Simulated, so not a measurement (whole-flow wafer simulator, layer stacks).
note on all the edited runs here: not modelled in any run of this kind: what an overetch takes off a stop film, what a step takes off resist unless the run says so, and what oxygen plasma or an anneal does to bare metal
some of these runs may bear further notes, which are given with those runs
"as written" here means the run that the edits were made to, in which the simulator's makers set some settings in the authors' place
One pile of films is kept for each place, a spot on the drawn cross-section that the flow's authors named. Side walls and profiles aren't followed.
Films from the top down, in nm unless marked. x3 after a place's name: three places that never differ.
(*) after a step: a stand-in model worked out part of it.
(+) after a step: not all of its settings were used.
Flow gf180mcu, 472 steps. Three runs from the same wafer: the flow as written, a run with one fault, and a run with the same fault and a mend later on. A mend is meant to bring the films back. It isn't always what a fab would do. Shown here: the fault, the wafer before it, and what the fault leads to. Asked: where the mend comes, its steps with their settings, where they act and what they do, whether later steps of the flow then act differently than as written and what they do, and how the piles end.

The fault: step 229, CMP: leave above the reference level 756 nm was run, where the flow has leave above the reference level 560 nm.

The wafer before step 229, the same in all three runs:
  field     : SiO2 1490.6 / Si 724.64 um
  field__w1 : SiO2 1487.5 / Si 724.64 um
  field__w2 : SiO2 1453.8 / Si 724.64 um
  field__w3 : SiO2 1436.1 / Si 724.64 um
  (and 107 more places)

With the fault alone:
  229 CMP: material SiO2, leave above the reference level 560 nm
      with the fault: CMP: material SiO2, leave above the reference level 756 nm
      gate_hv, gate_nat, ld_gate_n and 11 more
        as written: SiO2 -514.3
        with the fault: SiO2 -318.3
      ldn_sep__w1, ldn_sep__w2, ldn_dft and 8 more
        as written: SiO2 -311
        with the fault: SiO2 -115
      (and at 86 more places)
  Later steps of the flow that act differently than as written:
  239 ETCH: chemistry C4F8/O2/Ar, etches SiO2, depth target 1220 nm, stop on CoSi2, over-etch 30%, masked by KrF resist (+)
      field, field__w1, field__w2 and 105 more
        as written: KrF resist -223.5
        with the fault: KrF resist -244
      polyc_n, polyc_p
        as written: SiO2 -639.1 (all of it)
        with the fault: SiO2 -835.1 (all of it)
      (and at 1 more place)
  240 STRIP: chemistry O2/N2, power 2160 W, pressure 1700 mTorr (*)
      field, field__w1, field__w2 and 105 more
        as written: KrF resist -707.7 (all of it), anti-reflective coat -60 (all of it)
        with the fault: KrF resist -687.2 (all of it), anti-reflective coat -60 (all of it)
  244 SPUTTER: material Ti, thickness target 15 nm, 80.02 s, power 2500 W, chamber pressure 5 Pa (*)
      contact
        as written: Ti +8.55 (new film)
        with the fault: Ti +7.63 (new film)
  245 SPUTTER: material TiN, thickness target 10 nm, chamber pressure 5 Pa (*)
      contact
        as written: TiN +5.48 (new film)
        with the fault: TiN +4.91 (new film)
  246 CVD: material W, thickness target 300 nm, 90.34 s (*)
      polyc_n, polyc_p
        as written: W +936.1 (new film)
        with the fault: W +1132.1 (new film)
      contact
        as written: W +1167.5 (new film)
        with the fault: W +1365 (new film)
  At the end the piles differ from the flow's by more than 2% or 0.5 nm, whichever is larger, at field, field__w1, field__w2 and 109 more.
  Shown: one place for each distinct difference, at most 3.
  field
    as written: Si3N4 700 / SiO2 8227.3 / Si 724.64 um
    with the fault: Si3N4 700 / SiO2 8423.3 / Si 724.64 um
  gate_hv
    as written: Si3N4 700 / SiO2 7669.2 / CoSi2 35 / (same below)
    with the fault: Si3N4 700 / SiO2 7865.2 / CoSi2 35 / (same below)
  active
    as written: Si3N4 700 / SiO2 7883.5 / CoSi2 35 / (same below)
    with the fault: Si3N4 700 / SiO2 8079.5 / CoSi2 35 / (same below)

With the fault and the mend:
  The mend comes after step 237.
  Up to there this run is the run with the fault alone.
  237a STRIP: chemistry O2/N2, power 2160 W, pressure 1700 mTorr (*)
      field, field__w1, field__w2 and 105 more
        KrF resist -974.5 (all of it), anti-reflective coat -60 (all of it)
      contact, polyc_n, polyc_p
        anti-reflective coat -60 (all of it)
  237b CMP: material SiO2, leave above the reference level 560 nm (the flow's step 229 once more)
      field, field__w1, field__w2 and 108 more
        SiO2 -196
  237c HMDS: 120 C, 60 s (the flow's step 231 once more)
      changes no film at any place that is followed
  237d COAT: anti-reflective coat, thickness 60 nm, 182 C, 71 s (the flow's step 232 once more)
      field, field__w1, field__w2 and 108 more
        anti-reflective coat +60 (new film)
  237e COAT: KrF resist, thickness 1000 nm (the flow's step 233 once more)
      field, field__w1, field__w2 and 108 more
        KrF resist +1000 (new film)
  237f SOFTBAKE: KrF resist (the flow's step 234 once more)
      changes no film at any place that is followed
  237g EXPOSE: photomask Contact (the flow's step 235 once more)
      changes no film at any place that is followed
  237h PEB: KrF resist, 135 C, 90 s (the flow's step 236 once more)
      field, field__w1, field__w2 and 108 more
        KrF resist -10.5
  237i DEVELOP: KrF resist, thickness 1000 nm, 60 s (the flow's step 237 once more)
      field, field__w1, field__w2 and 105 more
        KrF resist -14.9
      contact, polyc_n, polyc_p
        KrF resist -989.5 (all of it)
  No later step of the flow acts differently than as written at any place that is followed.
  At the end the piles are the same as the flow's at every place that both follow.
